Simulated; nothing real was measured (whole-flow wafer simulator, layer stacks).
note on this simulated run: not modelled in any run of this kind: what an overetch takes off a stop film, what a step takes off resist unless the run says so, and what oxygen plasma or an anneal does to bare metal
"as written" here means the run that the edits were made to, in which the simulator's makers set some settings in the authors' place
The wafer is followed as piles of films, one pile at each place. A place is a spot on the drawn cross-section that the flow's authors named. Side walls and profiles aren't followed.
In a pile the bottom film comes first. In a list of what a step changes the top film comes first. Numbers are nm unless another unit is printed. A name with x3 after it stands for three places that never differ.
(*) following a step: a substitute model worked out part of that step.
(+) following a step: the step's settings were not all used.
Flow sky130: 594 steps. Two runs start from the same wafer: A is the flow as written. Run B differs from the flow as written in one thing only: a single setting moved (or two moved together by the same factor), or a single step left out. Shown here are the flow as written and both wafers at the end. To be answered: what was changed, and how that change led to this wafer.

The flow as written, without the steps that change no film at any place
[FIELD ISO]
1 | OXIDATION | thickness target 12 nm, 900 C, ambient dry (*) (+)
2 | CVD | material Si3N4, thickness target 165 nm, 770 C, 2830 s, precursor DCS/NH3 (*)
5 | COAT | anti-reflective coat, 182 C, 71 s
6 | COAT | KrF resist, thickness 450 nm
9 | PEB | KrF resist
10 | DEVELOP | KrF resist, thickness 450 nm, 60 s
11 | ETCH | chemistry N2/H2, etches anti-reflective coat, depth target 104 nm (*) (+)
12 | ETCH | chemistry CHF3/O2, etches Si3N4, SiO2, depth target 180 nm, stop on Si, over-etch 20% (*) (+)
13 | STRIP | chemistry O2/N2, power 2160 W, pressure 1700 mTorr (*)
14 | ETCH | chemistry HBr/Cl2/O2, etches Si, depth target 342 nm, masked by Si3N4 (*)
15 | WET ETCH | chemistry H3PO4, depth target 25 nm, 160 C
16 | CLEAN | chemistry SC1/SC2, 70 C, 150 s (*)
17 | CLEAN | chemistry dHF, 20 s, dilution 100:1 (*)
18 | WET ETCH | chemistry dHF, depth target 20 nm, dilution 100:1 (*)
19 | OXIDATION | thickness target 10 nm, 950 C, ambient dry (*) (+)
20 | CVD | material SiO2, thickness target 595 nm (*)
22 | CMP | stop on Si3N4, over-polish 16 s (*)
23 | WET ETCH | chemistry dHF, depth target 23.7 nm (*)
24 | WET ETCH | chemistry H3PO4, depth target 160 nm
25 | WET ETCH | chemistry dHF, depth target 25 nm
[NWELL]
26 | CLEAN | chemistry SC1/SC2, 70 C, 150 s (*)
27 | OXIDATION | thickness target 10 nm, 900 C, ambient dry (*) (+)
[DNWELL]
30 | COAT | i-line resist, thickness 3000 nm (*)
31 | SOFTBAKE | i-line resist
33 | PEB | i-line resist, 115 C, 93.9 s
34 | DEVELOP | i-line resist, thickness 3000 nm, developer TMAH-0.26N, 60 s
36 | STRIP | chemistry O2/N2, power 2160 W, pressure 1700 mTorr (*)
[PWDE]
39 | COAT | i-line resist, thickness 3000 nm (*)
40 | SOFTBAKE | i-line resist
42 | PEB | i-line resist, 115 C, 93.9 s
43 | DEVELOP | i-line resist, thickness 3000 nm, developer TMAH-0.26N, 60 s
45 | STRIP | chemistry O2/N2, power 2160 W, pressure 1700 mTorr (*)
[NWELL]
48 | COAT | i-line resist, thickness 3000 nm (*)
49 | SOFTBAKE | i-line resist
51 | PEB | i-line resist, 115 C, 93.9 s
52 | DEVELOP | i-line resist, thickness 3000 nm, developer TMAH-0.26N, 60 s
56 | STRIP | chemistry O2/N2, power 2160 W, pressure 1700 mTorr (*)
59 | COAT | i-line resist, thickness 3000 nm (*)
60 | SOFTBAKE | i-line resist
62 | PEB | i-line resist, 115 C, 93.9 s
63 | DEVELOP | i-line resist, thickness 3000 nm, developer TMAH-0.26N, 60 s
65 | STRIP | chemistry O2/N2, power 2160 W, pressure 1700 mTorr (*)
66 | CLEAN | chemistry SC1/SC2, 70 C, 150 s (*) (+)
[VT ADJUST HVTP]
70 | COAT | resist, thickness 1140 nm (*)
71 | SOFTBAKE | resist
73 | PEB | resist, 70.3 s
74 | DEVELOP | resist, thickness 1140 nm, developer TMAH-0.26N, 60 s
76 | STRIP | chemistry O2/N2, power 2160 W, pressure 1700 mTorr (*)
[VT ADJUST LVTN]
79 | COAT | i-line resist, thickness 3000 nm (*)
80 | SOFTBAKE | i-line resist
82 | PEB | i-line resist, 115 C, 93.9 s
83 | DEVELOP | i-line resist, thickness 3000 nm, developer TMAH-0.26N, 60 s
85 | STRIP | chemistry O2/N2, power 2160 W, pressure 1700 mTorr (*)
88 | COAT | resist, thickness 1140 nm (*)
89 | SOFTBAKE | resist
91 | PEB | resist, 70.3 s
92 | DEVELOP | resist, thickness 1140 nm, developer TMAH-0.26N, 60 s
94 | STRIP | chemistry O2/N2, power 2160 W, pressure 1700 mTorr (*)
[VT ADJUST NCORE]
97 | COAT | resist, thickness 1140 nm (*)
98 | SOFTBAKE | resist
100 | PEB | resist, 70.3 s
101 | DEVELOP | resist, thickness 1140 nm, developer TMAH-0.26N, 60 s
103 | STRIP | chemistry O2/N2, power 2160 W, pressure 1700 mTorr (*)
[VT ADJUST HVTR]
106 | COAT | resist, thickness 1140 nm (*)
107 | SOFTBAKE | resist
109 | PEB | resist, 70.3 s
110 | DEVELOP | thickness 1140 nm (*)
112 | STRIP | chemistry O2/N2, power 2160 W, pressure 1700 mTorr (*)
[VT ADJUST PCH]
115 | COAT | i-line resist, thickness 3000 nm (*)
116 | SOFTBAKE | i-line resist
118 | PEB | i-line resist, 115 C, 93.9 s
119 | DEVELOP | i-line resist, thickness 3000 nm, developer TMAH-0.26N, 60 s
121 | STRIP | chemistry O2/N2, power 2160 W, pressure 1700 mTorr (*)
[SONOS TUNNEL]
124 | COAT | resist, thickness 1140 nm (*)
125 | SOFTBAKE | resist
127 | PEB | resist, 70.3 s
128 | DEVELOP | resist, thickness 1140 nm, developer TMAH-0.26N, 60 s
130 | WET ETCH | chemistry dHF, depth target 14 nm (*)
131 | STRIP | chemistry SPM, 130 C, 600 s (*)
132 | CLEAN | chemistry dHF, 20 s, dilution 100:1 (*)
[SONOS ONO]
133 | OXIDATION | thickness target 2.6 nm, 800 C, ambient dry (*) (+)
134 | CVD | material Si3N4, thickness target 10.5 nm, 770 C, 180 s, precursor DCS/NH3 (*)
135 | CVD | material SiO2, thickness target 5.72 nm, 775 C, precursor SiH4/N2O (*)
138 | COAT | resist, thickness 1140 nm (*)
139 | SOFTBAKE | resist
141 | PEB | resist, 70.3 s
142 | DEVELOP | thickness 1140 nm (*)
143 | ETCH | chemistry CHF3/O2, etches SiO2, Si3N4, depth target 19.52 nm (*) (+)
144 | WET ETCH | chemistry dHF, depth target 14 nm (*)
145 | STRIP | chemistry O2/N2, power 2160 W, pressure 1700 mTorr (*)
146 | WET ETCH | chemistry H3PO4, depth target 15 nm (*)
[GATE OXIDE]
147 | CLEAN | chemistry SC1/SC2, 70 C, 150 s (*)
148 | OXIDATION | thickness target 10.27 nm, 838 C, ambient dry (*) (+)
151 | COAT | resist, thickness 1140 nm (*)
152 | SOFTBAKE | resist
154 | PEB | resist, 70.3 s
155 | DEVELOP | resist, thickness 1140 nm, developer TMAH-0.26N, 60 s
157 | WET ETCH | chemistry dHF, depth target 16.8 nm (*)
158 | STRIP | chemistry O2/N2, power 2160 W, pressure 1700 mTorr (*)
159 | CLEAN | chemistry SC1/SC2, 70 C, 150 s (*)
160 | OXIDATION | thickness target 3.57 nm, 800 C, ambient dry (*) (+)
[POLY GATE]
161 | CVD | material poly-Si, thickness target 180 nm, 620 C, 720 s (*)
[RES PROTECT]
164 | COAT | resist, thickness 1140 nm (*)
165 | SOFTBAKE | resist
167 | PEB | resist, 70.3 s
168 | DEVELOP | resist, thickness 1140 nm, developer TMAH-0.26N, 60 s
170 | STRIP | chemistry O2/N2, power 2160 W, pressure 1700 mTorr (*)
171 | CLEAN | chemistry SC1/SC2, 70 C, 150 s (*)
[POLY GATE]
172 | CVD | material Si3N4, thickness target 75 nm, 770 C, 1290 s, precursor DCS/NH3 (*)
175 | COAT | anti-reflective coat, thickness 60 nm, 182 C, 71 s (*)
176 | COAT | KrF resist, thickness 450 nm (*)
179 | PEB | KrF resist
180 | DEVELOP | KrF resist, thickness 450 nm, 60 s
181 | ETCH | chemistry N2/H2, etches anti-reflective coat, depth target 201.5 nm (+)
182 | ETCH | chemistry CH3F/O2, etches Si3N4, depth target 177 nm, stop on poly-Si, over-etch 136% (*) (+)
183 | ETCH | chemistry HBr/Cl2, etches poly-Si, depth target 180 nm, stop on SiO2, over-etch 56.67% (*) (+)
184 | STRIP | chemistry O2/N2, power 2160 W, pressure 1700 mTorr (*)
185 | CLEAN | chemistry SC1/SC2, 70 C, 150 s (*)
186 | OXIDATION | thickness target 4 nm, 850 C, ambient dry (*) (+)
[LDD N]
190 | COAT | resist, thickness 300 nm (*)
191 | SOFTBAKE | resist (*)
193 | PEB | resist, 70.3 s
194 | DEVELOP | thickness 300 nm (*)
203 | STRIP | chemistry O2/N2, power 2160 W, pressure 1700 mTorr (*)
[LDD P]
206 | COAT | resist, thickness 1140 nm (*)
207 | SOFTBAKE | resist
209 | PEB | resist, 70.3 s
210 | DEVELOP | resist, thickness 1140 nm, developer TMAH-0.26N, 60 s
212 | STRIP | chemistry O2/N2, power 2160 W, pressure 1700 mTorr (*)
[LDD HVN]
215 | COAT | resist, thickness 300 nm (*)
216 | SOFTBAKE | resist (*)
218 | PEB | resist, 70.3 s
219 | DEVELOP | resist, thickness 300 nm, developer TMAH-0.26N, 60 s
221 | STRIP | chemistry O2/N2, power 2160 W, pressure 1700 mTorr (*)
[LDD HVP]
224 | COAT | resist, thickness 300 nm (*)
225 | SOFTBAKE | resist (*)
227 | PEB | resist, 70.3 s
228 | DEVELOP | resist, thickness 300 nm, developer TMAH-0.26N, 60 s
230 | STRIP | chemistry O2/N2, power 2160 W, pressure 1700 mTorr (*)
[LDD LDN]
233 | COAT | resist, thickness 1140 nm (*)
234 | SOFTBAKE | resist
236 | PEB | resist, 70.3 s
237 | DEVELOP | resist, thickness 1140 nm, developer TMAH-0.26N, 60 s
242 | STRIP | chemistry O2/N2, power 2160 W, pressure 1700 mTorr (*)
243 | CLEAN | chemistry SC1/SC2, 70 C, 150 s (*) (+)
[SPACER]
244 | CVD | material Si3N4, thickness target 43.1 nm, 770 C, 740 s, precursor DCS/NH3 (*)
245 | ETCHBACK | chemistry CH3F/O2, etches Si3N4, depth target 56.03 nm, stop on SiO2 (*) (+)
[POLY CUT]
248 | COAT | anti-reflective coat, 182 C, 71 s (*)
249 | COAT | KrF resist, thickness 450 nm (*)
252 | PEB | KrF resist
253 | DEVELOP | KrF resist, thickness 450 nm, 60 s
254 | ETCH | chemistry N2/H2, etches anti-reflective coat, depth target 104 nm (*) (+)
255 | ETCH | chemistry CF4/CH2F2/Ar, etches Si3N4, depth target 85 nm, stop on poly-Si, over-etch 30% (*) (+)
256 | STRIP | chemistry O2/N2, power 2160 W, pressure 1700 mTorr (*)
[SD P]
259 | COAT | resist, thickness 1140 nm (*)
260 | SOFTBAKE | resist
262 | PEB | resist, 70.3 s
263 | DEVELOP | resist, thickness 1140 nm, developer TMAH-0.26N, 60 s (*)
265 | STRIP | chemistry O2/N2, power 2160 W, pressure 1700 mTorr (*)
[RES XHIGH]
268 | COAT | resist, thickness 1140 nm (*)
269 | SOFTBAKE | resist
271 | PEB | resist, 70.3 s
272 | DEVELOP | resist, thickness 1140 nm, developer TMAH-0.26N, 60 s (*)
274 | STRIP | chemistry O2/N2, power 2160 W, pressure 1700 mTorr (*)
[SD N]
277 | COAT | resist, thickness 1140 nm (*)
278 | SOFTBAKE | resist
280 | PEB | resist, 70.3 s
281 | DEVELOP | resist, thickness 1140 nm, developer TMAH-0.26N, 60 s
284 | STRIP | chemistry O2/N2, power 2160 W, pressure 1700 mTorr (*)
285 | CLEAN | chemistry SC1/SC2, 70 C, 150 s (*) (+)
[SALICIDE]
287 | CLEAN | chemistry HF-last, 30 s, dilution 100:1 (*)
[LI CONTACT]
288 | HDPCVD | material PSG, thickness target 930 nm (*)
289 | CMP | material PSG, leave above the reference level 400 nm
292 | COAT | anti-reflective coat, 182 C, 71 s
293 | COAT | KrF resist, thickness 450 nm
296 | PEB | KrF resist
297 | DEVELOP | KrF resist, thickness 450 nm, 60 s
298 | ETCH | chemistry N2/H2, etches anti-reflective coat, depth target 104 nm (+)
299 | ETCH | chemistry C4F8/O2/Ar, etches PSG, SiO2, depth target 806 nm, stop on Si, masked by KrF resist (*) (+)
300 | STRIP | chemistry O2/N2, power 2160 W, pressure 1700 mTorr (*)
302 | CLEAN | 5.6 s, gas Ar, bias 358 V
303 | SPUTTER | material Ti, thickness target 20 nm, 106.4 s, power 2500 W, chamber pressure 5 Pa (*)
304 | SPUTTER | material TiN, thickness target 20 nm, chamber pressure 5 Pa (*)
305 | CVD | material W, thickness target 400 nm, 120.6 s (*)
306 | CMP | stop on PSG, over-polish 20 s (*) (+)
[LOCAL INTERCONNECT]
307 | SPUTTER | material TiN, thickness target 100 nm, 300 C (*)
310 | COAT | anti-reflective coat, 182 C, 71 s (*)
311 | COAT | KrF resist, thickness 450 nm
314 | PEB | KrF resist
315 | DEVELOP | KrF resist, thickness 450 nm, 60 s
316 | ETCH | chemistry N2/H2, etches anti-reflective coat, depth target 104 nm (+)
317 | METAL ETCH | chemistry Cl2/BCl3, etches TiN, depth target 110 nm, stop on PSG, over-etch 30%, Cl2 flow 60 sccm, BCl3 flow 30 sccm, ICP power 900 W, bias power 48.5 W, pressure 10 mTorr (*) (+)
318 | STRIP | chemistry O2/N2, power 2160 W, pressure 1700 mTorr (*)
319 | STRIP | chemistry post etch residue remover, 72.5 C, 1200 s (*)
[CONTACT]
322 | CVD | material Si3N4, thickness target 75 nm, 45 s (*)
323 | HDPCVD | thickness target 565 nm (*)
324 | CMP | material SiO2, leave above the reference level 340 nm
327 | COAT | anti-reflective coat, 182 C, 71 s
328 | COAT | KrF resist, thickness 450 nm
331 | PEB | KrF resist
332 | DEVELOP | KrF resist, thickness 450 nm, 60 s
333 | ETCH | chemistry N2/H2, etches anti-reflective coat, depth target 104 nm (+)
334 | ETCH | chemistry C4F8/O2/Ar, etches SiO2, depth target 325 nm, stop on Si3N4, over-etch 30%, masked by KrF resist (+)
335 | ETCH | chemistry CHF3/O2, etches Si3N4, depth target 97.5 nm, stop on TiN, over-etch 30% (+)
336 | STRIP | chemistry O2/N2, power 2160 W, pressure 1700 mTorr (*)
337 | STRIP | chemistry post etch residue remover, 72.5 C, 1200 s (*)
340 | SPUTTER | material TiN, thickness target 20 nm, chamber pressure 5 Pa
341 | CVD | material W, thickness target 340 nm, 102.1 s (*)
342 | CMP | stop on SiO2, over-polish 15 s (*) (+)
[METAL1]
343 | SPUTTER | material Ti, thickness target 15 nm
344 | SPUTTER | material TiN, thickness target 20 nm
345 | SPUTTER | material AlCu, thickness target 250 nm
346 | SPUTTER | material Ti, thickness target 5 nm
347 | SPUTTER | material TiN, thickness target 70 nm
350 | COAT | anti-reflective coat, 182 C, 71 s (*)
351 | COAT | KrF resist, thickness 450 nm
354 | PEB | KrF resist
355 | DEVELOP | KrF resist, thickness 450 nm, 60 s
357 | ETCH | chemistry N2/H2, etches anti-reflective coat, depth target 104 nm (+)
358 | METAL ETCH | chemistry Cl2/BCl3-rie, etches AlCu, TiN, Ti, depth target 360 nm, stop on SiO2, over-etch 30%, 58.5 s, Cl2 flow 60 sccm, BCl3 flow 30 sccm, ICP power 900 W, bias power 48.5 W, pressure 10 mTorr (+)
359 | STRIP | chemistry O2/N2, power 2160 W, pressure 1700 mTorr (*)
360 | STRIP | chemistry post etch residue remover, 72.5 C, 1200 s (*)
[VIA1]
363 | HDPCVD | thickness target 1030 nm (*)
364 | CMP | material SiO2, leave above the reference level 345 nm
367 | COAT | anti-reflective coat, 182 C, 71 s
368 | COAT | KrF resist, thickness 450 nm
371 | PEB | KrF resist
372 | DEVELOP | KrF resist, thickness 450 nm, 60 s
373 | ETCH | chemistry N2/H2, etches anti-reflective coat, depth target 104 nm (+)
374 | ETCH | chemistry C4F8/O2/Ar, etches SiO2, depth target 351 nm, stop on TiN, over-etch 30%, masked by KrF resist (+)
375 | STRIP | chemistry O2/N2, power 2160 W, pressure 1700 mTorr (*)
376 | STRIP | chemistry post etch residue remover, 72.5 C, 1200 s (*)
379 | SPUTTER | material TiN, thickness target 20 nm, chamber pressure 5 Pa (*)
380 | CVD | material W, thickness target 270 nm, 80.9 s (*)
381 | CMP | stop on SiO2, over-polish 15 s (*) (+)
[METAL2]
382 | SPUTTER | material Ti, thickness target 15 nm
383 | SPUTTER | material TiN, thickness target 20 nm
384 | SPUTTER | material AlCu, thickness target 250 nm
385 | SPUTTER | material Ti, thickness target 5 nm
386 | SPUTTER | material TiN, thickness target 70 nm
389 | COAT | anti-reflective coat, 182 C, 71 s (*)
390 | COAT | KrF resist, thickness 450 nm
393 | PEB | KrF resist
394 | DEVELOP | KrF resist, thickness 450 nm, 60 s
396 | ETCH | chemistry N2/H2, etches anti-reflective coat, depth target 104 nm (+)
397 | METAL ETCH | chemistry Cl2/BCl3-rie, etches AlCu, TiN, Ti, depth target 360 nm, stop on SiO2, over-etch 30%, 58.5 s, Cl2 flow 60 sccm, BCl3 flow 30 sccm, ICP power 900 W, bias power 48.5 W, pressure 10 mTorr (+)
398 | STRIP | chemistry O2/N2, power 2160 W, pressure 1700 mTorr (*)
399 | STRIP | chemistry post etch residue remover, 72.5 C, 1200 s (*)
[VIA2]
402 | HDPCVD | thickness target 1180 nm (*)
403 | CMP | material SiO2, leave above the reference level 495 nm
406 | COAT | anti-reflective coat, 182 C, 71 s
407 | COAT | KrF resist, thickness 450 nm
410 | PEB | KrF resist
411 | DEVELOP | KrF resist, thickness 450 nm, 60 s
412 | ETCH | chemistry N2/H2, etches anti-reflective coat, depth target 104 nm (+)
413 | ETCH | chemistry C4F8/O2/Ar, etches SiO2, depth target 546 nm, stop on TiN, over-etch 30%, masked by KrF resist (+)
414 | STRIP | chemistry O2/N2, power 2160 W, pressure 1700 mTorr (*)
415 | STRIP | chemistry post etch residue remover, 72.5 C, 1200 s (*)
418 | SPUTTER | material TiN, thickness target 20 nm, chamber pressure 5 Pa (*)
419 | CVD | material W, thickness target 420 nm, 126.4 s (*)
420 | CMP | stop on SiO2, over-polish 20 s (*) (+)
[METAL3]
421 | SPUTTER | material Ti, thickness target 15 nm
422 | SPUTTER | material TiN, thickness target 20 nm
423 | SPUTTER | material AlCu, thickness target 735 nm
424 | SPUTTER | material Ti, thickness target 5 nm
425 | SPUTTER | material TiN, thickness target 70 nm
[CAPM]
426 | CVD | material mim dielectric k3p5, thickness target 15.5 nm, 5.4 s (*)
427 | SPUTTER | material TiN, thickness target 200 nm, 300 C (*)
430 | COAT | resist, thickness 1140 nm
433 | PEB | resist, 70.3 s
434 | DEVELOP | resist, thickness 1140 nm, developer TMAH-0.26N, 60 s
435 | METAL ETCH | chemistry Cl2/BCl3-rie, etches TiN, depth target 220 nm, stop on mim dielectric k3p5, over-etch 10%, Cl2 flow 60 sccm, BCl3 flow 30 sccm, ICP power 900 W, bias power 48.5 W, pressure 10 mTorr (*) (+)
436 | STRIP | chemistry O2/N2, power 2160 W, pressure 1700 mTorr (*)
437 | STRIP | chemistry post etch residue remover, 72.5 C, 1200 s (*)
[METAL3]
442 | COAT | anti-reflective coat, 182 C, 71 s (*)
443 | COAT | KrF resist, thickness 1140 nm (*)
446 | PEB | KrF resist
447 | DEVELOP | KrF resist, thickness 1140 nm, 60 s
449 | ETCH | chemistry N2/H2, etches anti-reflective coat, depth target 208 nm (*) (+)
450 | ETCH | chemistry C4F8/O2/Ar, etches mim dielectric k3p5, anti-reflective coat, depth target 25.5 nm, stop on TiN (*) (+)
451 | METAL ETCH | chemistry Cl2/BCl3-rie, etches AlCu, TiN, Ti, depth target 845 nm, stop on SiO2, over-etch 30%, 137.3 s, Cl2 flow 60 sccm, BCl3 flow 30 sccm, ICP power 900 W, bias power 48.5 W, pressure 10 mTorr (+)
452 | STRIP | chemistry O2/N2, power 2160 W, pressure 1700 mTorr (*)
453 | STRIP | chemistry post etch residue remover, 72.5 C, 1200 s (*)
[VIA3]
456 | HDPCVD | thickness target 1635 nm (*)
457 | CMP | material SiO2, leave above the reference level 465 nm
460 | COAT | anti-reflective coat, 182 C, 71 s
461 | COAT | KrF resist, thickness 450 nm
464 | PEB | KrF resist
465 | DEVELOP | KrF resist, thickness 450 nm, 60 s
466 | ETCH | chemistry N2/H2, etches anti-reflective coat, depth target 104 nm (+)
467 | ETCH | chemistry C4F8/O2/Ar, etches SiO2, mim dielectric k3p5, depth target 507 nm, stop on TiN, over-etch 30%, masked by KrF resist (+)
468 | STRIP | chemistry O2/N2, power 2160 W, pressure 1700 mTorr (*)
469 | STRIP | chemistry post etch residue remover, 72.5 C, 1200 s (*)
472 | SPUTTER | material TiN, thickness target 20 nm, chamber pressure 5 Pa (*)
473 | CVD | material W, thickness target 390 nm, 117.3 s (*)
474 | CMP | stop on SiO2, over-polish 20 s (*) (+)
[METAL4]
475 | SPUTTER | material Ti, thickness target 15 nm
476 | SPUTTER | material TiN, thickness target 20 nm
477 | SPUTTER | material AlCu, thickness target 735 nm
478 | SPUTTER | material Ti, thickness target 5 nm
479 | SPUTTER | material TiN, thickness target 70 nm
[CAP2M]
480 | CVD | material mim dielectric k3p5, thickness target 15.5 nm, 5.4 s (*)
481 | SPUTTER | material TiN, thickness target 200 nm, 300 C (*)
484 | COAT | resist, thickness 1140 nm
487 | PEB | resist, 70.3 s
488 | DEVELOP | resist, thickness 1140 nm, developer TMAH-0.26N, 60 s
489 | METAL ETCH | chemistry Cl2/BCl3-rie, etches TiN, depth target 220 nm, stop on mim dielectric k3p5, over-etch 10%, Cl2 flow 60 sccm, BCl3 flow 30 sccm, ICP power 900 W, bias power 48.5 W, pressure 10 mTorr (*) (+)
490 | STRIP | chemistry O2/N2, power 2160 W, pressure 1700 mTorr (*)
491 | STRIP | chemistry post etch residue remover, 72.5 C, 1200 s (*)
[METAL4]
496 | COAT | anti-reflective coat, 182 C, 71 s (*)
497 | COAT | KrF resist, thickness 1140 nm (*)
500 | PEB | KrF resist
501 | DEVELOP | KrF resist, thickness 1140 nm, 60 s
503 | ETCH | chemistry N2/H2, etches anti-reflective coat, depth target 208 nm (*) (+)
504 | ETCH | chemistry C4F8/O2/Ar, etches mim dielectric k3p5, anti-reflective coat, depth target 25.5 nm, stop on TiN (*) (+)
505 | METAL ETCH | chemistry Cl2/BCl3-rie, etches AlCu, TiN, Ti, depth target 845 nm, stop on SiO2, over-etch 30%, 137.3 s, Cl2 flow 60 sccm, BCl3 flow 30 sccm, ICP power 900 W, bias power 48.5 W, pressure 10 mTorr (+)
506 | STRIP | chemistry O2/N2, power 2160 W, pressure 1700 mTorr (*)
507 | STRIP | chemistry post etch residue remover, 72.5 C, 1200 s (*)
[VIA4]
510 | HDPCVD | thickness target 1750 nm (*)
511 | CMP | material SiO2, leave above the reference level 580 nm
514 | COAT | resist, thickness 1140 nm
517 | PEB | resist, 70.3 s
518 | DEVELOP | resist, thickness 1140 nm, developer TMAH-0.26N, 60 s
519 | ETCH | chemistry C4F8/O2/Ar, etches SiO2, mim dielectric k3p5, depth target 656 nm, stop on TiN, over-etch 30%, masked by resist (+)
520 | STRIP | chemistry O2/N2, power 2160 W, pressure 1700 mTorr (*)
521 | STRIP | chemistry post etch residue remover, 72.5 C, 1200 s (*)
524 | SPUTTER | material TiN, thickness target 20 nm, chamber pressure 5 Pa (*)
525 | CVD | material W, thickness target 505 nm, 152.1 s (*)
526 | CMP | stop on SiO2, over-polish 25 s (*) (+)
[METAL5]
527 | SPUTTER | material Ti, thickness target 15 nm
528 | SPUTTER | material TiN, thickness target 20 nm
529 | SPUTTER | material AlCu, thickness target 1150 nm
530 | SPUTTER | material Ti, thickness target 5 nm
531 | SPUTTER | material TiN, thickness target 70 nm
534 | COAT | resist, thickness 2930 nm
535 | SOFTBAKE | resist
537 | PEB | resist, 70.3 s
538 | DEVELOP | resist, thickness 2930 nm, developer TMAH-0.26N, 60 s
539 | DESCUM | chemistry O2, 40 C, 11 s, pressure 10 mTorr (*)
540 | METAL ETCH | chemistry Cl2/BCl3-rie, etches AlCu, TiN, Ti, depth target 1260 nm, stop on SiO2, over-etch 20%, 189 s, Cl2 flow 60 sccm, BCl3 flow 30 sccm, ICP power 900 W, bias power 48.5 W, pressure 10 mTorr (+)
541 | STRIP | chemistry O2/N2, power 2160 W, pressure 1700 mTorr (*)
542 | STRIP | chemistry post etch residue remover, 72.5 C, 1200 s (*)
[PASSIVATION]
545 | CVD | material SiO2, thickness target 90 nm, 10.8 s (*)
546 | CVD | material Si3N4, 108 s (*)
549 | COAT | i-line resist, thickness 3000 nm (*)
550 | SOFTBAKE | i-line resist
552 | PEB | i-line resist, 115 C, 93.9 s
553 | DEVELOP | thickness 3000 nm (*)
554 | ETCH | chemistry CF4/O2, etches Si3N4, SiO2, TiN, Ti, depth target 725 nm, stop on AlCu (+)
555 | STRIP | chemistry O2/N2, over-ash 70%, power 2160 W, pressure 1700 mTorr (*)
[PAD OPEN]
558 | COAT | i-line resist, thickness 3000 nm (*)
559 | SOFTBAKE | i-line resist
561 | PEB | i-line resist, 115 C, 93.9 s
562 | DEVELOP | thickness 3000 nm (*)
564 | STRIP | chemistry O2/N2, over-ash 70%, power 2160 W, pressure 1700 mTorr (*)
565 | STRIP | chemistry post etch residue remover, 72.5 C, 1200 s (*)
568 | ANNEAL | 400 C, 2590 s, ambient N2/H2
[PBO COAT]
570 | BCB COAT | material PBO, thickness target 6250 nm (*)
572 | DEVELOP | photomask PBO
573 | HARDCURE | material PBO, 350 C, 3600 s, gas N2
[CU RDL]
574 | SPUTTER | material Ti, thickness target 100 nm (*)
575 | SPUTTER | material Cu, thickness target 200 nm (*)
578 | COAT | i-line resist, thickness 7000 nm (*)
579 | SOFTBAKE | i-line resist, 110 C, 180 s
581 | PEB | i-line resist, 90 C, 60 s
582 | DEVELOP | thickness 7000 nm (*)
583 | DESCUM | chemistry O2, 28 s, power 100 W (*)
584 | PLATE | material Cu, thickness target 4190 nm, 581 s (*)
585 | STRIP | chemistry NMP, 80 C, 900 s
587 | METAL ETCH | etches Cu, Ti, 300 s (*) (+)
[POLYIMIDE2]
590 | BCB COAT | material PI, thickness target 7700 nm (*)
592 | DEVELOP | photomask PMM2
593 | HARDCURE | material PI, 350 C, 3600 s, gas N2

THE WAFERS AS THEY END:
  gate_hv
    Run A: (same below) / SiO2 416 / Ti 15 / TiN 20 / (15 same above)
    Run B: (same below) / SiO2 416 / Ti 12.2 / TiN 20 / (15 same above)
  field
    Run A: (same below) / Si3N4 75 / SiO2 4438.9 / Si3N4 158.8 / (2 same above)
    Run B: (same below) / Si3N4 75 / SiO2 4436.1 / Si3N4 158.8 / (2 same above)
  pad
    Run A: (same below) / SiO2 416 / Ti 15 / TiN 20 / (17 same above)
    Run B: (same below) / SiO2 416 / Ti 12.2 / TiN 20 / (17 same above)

Cause: step 421, SPUTTER: thickness target 12.2 nm was run, whereas the flow has thickness target 15 nm.
One can read it off the wafer: gate_hv has Ti 12.2, and step 421 as written asks for 15 nm.

How this came from the change, step by step:
  421 | SPUTTER | material Ti, thickness target 15 nm
      field, active, n_well and 188 more: A Ti gains 15 (new film) | B Ti gains 12.2 (new film)
  451 | METAL ETCH | chemistry Cl2/BCl3-rie, etches AlCu, TiN, Ti, depth target 845 nm, stop on SiO2, over-etch 30%, 137.3 s, Cl2 flow 60 sccm, BCl3 flow 30 sccm, ICP power 900 W, bias power 48.5 W, pressure 10 mTorr (+)
      field, gate, spacer and 68 more: A TiN loses 70 (all of it), Ti loses 5 (all of it), AlCu loses 735 (all of it), TiN loses 20 (all of it), Ti loses 15 (all of it), SiO2 loses 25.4 | B TiN loses 70 (all of it), Ti loses 5 (all of it), AlCu loses 735 (all of it), TiN loses 20 (all of it), Ti loses 12.2 (all of it), SiO2 loses 25.6
      active, vpp_ln, vpp_iso2 and 11 more: A TiN loses 70 (all of it), Ti loses 5 (all of it), AlCu loses 735 (all of it), TiN loses 20 (all of it), Ti loses 15 (all of it), SiO2 loses 25.3 | B TiN loses 70 (all of it), Ti loses 5 (all of it), AlCu loses 735 (all of it), TiN loses 20 (all of it), Ti loses 12.2 (all of it), SiO2 loses 25.6
